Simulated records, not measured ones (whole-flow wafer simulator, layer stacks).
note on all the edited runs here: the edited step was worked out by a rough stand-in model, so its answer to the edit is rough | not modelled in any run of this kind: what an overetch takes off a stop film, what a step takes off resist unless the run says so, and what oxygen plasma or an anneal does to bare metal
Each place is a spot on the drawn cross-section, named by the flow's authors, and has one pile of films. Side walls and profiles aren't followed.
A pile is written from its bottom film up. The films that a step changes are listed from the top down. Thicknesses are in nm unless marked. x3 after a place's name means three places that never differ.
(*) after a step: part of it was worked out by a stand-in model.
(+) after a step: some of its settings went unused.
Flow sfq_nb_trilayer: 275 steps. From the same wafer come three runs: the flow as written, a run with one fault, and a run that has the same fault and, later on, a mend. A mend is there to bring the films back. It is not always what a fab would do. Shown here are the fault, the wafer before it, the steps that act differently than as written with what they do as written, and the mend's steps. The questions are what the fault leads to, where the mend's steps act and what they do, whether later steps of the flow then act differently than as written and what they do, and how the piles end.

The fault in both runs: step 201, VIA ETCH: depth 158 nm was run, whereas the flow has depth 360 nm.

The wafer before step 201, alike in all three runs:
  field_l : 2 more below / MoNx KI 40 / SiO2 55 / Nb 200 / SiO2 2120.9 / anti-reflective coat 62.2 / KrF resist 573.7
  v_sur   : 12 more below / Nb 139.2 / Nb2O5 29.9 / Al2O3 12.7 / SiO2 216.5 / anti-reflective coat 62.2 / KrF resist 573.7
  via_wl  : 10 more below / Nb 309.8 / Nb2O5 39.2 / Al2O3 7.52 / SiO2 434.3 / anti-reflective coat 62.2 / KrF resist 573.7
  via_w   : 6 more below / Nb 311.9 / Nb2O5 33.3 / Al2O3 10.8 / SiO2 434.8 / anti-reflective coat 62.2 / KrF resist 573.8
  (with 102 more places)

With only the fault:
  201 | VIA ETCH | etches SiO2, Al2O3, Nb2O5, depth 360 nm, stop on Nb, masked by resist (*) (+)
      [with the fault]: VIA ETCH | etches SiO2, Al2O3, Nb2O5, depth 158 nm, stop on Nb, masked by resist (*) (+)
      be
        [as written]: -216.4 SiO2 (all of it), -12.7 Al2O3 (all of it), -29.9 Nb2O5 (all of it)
        [with the fault]: -158 SiO2
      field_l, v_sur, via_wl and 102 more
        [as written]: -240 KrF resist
        [with the fault]: -105.3 KrF resist
  Later steps of the flow acting differently than as written (6 more steps, not shown, differ only slightly: by at most 2% or 0.5 nm, whichever is larger):
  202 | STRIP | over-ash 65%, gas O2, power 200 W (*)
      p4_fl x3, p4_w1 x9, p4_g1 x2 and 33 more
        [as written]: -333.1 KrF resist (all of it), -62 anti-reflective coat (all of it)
        [with the fault]: -467.8 KrF resist (all of it), -62 anti-reflective coat (all of it)
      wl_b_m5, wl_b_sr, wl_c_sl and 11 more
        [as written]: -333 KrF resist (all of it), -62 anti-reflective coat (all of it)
        [with the fault]: -467.7 KrF resist (all of it), -62 anti-reflective coat (all of it)
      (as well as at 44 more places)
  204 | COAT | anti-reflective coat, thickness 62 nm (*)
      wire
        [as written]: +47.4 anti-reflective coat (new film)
        [with the fault]: +50.4 anti-reflective coat (new film)
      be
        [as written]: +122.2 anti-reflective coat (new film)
        [with the fault]: +107.3 anti-reflective coat (new film)
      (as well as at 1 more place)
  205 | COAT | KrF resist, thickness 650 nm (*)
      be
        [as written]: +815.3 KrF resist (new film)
        [with the fault]: +743.1 KrF resist (new film)
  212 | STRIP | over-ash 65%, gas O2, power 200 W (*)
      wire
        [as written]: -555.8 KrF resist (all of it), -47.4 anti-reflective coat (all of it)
        [with the fault]: -561.5 KrF resist (all of it), -50.4 anti-reflective coat (all of it)
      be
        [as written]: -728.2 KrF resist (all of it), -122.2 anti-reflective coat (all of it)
        [with the fault]: -655.9 KrF resist (all of it), -107.3 anti-reflective coat (all of it)
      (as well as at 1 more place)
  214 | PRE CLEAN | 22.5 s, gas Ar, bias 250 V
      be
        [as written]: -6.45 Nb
        [with the fault]: -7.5 SiO2
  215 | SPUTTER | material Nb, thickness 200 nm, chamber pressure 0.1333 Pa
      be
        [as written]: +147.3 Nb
        [with the fault]: +171 Nb (new film)
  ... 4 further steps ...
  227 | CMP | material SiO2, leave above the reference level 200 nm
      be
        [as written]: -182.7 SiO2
        [with the fault]: -157.1 SiO2
  At be, the piles at the end differ from the flow's by more than 2% or 0.5 nm, whichever is larger.
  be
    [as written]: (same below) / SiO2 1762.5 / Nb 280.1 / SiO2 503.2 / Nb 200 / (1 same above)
    [with the fault]: (same below) / SiO2 1762.5 / Nb 139.2 / Nb2O5 29.9 / Al2O3 12.7 / SiO2 50.9 / Nb 171 / SiO2 379.7 / Nb 200 / (1 same above)

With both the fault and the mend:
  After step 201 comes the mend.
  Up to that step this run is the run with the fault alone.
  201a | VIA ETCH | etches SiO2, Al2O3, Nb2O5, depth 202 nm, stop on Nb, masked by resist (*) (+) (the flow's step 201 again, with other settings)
      field_l, v_sur, via_wl and 102 more
        -134.7 KrF resist
      be
        -58.4 SiO2 (all of it), -12.7 Al2O3 (all of it), -29.9 Nb2O5 (all of it)
  Every later step of the flow that is run acts as written at every place that is followed.
  At every place that both follow, the piles at the end match the flow's.
